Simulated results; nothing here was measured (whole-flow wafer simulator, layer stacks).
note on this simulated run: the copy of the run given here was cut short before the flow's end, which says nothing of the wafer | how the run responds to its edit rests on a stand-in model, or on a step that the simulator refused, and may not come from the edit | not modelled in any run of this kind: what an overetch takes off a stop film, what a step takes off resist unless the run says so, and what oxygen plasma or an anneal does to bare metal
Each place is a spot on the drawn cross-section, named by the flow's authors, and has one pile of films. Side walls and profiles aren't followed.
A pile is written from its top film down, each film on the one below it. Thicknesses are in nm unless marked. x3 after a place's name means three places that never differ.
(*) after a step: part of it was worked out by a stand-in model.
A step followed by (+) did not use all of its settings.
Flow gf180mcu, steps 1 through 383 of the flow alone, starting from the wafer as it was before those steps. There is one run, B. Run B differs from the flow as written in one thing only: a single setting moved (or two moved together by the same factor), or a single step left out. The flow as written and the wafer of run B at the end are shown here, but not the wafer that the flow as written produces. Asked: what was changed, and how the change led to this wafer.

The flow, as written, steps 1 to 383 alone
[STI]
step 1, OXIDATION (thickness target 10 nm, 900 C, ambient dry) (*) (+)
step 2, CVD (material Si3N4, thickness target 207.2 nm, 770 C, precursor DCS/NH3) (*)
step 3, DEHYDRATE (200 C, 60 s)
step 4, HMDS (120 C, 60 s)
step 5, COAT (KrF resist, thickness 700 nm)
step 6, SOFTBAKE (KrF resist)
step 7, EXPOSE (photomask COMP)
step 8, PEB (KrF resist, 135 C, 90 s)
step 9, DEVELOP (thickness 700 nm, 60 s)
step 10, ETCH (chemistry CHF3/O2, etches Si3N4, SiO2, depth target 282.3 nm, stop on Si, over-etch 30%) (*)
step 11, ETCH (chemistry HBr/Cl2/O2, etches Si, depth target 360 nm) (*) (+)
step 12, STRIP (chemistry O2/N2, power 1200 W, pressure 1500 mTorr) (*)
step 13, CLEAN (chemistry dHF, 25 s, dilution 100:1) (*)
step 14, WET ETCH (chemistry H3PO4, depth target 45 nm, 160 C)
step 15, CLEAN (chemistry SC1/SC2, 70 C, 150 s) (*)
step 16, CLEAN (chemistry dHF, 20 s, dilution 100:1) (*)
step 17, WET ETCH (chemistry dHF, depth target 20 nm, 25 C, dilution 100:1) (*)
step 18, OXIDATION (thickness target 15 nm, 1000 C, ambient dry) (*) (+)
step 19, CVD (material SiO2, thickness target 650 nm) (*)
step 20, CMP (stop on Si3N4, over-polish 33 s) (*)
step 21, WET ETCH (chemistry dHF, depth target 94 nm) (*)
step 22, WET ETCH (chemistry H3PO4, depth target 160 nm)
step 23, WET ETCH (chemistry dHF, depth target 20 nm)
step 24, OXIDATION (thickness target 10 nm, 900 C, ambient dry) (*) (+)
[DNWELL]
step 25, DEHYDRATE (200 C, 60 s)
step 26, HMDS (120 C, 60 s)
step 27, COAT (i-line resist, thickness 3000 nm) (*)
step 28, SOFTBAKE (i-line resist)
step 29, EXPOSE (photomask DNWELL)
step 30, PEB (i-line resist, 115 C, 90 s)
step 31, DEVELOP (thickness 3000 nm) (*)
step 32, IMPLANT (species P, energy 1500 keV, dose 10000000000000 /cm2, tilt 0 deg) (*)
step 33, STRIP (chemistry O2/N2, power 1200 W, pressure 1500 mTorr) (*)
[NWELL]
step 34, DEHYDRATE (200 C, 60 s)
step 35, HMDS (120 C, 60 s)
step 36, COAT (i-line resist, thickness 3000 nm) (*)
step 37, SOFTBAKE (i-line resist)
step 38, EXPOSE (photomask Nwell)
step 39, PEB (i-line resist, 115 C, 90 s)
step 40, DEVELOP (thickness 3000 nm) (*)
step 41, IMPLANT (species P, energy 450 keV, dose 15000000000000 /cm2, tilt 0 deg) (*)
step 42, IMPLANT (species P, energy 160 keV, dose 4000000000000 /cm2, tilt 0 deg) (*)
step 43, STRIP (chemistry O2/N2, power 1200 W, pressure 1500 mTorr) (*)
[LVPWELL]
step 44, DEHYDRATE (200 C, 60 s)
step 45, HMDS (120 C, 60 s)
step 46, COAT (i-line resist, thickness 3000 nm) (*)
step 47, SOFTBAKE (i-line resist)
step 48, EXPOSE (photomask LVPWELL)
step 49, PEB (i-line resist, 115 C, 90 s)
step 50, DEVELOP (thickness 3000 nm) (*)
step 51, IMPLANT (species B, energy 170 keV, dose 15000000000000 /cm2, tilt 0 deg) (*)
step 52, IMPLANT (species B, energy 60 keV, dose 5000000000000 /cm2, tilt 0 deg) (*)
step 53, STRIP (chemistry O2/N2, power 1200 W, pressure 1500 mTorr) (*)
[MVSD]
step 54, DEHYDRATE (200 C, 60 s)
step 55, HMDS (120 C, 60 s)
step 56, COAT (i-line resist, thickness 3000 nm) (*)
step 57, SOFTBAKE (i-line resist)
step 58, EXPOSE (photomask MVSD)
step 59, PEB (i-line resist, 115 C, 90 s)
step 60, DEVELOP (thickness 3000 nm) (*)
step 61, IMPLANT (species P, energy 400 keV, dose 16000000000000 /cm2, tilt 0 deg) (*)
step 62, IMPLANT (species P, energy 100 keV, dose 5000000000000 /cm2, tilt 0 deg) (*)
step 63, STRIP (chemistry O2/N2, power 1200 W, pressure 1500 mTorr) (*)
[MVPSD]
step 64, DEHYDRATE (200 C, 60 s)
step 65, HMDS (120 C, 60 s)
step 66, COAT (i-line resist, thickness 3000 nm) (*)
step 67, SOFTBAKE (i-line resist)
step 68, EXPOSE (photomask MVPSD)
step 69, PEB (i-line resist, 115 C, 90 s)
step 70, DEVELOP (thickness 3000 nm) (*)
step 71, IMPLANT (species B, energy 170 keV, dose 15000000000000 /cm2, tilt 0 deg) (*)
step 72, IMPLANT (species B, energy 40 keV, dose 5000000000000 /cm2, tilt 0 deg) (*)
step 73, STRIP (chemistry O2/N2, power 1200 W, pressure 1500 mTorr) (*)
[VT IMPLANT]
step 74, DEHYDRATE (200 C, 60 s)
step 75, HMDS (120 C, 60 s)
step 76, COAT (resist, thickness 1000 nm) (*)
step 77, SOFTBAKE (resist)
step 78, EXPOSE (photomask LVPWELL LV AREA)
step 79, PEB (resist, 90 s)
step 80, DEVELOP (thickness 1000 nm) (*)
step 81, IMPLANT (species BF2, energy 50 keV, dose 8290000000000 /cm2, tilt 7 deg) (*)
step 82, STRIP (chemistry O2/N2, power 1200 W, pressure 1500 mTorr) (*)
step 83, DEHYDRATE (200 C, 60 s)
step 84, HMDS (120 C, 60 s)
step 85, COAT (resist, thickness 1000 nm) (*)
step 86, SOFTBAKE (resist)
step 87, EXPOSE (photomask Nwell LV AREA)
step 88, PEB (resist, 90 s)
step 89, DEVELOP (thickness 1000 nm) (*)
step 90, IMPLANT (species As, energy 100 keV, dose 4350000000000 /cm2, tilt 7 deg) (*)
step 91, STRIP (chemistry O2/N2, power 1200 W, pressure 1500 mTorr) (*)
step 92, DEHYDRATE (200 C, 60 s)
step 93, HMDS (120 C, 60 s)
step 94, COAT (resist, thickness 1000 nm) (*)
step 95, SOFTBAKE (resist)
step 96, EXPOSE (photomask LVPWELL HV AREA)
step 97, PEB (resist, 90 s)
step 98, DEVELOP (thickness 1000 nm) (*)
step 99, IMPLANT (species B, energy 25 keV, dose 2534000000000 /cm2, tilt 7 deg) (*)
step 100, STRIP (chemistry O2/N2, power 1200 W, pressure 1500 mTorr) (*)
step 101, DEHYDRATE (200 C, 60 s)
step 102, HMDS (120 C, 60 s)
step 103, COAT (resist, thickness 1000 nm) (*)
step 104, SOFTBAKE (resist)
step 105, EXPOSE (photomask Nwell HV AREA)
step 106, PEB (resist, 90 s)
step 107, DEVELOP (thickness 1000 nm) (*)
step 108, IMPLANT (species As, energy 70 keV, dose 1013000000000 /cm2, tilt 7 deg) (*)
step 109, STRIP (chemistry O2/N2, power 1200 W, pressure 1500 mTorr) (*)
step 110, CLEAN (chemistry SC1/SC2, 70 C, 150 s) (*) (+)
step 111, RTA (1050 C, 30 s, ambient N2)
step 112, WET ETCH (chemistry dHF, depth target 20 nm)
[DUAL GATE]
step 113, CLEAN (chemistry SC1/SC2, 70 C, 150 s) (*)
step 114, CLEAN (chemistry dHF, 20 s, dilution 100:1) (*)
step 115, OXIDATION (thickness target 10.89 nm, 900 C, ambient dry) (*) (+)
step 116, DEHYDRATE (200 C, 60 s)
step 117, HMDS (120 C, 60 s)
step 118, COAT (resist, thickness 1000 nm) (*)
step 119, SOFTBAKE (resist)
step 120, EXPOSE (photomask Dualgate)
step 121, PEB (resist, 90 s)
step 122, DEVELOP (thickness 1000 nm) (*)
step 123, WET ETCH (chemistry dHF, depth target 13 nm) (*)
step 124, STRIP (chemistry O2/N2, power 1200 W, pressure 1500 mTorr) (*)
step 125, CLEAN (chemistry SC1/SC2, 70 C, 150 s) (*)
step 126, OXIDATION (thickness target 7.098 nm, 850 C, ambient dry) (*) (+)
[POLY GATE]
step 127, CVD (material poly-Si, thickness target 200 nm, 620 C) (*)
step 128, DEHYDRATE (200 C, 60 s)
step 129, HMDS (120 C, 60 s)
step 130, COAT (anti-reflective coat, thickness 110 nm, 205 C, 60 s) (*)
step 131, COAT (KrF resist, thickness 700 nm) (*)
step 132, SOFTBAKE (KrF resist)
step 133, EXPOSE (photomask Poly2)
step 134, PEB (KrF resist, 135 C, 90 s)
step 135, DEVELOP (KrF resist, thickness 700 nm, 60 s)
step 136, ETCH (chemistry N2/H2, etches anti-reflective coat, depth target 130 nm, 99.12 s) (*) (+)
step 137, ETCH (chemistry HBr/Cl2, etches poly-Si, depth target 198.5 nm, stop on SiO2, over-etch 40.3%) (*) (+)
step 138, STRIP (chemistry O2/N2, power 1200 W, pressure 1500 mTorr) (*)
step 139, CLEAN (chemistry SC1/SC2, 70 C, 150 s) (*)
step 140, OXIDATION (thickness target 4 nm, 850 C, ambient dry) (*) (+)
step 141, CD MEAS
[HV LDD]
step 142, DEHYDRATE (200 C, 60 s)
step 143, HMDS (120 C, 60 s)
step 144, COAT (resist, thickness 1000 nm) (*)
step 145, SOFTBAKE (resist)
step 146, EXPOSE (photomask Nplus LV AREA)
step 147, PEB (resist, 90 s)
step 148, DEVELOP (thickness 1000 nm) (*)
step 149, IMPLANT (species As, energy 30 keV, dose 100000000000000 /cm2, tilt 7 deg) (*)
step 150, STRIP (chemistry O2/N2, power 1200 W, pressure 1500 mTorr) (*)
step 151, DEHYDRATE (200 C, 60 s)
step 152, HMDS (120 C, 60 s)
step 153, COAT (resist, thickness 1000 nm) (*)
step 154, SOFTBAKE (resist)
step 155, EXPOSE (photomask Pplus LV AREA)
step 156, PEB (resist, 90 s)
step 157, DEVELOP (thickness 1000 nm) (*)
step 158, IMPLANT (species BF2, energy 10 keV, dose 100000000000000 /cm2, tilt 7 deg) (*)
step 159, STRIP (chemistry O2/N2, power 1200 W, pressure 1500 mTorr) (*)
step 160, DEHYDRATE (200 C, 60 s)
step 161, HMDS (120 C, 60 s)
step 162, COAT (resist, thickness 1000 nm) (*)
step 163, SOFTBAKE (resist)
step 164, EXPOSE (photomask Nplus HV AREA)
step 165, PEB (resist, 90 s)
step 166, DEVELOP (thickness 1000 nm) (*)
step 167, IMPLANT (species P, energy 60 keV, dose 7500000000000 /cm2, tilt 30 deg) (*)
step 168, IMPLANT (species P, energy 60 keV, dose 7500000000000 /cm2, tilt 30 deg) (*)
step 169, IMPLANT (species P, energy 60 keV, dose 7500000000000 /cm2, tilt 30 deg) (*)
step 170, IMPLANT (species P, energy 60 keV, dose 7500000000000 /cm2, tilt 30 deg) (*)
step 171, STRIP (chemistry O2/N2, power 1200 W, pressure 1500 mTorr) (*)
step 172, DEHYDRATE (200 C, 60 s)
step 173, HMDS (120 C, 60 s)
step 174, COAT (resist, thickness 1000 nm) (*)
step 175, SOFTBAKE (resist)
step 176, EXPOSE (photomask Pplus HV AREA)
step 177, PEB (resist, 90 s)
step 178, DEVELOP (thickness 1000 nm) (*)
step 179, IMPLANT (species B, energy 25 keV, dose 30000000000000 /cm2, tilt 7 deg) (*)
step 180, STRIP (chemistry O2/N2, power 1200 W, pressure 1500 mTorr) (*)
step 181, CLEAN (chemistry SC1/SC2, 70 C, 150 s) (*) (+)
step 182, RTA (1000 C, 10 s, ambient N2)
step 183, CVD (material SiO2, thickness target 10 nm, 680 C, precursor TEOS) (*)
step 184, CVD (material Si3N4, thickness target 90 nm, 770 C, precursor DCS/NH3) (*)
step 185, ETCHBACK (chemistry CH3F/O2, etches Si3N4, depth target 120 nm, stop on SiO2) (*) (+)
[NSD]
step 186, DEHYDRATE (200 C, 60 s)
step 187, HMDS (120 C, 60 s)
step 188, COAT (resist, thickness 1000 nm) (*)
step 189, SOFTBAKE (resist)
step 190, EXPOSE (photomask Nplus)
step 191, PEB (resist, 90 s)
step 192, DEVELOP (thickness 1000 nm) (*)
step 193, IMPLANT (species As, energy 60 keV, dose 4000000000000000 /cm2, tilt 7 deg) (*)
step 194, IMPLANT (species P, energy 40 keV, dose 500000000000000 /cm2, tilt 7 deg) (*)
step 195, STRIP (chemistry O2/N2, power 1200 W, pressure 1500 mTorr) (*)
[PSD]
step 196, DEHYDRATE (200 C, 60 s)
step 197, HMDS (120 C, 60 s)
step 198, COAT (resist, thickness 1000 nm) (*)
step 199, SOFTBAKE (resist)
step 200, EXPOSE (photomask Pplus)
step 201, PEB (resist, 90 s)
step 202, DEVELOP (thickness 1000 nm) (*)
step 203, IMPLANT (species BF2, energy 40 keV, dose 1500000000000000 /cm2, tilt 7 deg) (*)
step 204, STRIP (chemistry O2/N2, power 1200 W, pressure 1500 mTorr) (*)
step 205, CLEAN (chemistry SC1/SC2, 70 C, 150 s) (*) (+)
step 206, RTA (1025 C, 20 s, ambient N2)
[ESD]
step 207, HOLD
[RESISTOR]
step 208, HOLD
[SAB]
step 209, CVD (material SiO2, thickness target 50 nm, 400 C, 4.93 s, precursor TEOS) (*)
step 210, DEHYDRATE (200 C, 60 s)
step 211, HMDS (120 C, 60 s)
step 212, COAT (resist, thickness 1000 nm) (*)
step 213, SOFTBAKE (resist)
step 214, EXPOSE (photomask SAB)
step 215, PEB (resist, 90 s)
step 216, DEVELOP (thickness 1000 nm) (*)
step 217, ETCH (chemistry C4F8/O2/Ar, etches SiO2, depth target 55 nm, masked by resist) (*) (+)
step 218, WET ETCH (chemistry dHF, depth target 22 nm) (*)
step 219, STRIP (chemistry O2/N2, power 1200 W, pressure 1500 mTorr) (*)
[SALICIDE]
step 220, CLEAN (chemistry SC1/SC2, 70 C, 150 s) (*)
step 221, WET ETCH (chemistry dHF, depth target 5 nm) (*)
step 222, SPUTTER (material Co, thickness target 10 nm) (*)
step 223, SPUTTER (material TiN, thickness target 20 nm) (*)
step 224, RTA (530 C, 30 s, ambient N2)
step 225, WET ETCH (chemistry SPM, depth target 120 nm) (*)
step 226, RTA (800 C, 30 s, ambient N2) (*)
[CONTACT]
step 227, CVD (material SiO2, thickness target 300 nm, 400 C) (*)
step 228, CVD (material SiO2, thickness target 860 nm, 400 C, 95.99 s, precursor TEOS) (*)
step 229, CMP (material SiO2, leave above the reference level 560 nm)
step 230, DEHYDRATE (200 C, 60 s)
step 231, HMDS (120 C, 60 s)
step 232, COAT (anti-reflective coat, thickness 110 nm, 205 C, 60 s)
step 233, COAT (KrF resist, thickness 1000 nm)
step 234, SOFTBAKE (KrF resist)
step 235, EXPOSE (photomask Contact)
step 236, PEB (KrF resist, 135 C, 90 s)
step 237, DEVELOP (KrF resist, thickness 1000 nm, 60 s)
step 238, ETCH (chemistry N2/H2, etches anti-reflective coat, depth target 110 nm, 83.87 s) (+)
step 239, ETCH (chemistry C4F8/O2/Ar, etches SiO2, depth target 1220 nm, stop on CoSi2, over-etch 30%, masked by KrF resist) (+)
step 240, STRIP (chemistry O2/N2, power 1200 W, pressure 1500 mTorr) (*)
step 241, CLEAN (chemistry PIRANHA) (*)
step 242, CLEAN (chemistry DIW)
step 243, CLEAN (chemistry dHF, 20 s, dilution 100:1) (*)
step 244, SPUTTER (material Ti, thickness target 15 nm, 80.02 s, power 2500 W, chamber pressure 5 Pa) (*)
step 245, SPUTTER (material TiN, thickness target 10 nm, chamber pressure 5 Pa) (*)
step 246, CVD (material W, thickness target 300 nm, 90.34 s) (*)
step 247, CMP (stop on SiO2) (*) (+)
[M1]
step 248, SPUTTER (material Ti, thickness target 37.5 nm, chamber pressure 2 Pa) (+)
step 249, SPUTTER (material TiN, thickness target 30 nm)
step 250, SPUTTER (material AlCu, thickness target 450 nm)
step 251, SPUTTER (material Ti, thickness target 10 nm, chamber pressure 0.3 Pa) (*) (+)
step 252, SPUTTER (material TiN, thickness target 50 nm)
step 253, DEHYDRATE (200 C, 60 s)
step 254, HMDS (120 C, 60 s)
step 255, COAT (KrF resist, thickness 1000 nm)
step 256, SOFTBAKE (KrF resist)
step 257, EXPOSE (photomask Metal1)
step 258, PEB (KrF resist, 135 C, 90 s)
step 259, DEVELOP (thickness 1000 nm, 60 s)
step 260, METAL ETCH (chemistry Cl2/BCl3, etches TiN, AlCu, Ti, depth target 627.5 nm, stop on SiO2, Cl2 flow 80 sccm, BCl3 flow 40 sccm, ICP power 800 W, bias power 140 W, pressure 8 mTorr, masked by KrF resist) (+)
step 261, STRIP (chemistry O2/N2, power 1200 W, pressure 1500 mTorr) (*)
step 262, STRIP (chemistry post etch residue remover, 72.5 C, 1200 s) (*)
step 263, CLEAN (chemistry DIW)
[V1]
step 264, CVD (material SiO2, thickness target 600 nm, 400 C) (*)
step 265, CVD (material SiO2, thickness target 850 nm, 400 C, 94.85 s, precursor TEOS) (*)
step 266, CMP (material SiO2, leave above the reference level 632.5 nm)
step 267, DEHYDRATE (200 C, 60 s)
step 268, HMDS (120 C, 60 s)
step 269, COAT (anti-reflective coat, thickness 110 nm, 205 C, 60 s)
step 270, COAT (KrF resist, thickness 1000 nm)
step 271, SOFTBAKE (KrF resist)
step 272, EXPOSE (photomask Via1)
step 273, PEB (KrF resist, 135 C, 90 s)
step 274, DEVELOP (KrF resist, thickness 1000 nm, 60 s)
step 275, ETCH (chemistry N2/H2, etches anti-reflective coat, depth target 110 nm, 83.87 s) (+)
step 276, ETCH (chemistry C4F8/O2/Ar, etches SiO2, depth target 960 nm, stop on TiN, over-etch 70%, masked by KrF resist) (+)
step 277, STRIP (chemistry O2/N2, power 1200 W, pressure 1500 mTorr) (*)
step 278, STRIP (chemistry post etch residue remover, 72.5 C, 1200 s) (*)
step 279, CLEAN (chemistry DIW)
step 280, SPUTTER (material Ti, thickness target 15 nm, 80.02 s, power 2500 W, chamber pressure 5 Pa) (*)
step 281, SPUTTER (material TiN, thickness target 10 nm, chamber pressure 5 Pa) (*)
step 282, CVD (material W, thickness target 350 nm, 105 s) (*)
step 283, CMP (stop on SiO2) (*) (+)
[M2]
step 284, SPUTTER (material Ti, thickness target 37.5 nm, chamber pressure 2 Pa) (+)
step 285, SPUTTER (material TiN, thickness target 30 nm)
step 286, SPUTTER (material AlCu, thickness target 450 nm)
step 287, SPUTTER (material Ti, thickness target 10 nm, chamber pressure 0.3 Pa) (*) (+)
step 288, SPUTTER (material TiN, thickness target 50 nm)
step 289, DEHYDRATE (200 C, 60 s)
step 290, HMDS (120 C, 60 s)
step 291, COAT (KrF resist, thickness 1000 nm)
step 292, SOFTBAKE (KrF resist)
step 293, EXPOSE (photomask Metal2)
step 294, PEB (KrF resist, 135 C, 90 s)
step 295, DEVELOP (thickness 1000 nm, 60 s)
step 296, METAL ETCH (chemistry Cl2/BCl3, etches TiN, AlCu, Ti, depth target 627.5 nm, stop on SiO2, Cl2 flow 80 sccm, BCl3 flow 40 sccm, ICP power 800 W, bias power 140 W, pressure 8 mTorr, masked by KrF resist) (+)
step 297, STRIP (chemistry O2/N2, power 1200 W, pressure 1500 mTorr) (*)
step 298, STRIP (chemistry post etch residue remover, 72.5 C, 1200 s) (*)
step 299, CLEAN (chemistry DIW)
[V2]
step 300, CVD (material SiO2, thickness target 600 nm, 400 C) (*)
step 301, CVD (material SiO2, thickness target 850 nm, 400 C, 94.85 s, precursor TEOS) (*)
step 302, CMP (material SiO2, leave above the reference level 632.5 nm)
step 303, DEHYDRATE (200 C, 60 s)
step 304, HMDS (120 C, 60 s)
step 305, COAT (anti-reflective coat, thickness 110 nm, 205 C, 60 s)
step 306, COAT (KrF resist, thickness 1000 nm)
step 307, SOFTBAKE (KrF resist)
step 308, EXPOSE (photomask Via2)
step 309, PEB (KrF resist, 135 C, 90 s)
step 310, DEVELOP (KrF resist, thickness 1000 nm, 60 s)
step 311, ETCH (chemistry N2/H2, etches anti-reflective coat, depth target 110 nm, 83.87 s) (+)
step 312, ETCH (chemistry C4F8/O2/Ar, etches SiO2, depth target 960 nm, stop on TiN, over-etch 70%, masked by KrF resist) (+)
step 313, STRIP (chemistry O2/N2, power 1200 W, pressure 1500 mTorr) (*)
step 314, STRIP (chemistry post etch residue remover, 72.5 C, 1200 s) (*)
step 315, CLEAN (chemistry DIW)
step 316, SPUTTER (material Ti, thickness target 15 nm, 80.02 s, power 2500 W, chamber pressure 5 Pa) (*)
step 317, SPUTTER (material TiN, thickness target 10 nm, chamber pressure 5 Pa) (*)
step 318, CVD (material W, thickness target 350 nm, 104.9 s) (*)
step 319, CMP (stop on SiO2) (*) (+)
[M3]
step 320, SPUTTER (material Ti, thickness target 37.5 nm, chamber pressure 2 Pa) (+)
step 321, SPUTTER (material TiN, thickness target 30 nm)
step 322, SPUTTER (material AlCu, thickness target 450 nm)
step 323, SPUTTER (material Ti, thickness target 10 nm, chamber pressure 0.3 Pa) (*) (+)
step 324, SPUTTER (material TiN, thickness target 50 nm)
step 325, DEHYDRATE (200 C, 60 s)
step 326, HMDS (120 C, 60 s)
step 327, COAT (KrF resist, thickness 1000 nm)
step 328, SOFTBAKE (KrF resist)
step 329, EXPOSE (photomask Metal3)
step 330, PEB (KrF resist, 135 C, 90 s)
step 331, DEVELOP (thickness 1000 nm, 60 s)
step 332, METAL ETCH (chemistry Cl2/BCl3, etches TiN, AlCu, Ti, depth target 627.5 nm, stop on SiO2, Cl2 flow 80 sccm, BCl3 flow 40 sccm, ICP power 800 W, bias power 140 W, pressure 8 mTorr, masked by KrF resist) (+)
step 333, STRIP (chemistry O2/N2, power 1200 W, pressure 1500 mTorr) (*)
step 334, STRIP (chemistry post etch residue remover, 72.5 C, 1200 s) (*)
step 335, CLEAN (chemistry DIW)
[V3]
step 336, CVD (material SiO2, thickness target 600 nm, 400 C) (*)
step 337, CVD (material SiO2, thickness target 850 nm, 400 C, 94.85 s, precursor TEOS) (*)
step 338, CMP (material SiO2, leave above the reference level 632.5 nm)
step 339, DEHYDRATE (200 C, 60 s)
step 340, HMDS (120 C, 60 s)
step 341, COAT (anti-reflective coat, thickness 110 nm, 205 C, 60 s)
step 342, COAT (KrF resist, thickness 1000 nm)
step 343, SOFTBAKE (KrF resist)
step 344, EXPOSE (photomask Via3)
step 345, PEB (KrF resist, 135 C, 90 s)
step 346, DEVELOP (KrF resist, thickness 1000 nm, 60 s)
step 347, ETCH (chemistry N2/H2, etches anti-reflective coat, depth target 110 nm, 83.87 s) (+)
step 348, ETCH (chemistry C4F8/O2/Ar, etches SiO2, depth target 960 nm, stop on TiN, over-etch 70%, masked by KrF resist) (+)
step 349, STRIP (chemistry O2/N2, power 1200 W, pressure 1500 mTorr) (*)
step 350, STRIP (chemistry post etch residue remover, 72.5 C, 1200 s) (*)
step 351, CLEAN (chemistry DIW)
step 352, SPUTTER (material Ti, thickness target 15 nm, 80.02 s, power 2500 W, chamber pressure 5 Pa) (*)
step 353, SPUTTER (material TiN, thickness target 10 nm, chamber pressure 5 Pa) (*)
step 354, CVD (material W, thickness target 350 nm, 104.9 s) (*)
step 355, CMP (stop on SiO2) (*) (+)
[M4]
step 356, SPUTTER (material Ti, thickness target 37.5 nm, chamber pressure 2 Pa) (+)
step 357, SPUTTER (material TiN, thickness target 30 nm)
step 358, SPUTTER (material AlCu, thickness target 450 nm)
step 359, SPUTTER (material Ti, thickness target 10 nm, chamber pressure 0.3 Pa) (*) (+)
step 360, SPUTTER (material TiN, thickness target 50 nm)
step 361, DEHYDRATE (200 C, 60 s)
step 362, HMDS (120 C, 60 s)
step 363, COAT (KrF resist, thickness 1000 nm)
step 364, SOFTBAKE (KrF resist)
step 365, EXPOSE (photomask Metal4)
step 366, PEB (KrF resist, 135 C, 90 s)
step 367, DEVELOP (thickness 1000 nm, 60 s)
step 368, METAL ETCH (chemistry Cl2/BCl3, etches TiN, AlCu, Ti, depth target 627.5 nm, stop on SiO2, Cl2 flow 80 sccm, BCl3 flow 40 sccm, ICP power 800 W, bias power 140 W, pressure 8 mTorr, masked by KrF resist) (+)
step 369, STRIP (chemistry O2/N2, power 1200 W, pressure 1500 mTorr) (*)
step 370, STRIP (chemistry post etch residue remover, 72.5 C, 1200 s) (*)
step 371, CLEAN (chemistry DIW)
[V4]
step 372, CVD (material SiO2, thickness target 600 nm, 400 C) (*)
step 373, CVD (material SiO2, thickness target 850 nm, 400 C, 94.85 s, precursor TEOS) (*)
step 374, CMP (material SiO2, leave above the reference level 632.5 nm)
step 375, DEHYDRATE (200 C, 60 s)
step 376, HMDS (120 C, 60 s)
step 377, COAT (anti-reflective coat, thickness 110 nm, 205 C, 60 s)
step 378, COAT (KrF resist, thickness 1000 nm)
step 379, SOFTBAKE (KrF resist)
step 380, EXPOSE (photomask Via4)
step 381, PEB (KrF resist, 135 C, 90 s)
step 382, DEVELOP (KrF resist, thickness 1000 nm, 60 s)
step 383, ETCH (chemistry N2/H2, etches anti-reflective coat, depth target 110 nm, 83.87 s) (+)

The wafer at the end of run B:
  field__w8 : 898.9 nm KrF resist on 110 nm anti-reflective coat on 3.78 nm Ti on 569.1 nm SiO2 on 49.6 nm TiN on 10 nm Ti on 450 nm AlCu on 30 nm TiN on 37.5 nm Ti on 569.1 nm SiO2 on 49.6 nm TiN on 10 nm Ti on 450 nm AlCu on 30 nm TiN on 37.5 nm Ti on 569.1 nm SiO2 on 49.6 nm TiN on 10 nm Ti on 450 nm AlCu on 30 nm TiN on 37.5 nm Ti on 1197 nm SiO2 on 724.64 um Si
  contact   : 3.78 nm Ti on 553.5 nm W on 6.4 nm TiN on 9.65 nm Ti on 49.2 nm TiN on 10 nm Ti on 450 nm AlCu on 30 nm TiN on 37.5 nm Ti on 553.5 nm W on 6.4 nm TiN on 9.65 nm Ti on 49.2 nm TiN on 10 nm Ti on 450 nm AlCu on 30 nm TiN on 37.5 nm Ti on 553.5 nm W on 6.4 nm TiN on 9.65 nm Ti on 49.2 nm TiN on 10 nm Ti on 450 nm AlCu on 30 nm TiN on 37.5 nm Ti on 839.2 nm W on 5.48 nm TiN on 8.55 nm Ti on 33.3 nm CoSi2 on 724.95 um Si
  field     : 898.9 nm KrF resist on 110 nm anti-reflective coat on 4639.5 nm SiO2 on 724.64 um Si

The reason: step 358, SPUTTER: material AlCu, thickness target 450 nm, was not run.

How this came from the change, step by step:
  step 368, METAL ETCH (chemistry Cl2/BCl3, etches TiN, AlCu, Ti, depth target 627.5 nm, stop on SiO2, Cl2 flow 80 sccm, BCl3 flow 40 sccm, ICP power 800 W, bias power 140 W, pressure 8 mTorr, masked by KrF resist) (+)
      field, field__w1, field__w2 and 103 more: -50 TiN (all of it), -10 Ti (all of it), -30 TiN (all of it), -37.5 Ti (all of it) (as written it would have been: -50 TiN (all of it), -10 Ti (all of it), -450 AlCu (all of it), -30 TiN (all of it), -37.5 Ti (all of it))
      field__w8, contact, m1, m1__w1, m1_nw: -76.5 KrF resist (as written it would have been: -251 KrF resist)
  step 369, STRIP (chemistry O2/N2, power 1200 W, pressure 1500 mTorr) (*)
      field__w8, contact, m1, m1__w1, m1_nw: -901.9 KrF resist (all of it) (as written it would have been: -727.4 KrF resist (all of it))
  step 374, CMP (material SiO2, leave above the reference level 632.5 nm)
      field__w8, contact, m1, m1__w1, m1_nw: -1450 SiO2 (all of it), -49.6 TiN (all of it), -10 Ti (all of it), -30 TiN (all of it), -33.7 Ti (as written it would have been: -877.1 SiO2)
      field, field__w1, field__w2 and 103 more: -1446.2 SiO2 (as written it would have been: -300 SiO2)
  step 383, ETCH (chemistry N2/H2, etches anti-reflective coat, depth target 110 nm, 83.87 s) (+)
      contact: -110 anti-reflective coat (all of it) (as written it would have been: -110 anti-reflective coat (all of it), -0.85 SiO2)
